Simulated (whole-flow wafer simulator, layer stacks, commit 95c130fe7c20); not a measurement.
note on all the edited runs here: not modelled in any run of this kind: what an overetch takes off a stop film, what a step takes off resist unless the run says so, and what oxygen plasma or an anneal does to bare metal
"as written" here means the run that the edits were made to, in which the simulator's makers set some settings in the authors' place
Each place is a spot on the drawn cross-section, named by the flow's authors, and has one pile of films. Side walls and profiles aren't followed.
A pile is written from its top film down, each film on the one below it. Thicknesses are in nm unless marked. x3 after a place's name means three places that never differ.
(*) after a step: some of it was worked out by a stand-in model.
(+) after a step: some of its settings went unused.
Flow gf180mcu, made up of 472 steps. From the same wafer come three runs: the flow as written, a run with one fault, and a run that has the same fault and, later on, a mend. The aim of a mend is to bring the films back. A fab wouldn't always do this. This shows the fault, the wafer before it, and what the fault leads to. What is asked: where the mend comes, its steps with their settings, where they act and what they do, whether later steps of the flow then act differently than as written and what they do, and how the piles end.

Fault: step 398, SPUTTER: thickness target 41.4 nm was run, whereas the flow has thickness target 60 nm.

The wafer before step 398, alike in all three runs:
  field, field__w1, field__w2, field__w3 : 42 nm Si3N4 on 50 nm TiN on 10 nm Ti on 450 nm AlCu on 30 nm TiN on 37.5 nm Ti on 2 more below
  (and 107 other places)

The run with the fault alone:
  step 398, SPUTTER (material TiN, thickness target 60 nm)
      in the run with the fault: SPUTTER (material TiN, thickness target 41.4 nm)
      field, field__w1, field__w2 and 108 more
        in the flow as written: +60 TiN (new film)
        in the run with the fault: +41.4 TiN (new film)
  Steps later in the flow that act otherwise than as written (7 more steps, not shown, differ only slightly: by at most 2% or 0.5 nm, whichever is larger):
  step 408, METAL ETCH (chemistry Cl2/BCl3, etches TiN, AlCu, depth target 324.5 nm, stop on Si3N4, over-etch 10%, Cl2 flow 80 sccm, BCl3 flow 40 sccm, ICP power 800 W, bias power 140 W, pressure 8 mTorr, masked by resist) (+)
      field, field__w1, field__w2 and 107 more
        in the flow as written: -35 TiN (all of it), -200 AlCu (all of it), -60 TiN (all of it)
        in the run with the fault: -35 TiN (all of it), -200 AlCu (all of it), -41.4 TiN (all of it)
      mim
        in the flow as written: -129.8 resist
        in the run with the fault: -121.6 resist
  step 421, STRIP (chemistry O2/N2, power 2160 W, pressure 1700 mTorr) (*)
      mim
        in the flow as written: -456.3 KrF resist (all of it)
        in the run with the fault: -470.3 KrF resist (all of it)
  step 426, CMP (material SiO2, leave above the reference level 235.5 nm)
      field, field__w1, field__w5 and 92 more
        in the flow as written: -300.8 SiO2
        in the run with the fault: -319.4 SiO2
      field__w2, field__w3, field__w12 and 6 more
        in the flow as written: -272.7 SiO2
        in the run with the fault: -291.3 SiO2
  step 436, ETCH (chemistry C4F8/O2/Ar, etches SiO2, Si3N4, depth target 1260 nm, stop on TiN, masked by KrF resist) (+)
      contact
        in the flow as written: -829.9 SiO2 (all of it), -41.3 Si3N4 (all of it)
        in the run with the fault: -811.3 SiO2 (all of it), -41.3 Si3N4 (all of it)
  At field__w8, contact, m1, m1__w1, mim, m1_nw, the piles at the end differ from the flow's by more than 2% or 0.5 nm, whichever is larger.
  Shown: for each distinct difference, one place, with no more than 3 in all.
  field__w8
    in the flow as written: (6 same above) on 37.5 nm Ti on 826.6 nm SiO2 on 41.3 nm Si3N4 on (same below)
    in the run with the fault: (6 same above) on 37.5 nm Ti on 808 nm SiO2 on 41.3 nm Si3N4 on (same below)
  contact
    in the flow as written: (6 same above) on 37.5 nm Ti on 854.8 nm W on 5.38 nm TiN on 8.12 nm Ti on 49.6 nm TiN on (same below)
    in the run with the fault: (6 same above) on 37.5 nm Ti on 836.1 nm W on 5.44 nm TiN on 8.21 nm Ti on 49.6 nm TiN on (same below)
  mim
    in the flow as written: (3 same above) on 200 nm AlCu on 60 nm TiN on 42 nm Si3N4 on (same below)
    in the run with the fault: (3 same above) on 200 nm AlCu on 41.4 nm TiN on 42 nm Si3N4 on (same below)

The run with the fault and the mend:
  After step 398 comes the mend.
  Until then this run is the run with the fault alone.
  step 398a, SPUTTER (material TiN, thickness target 18.6 nm) (the flow's step 398, run once more with other settings)
      field, field__w1, field__w2 and 108 more
        +18.6 TiN
  None of the later steps of the flow acts differently than as written at any place that is followed.
  The piles end the same as the flow's at every place that both follow.
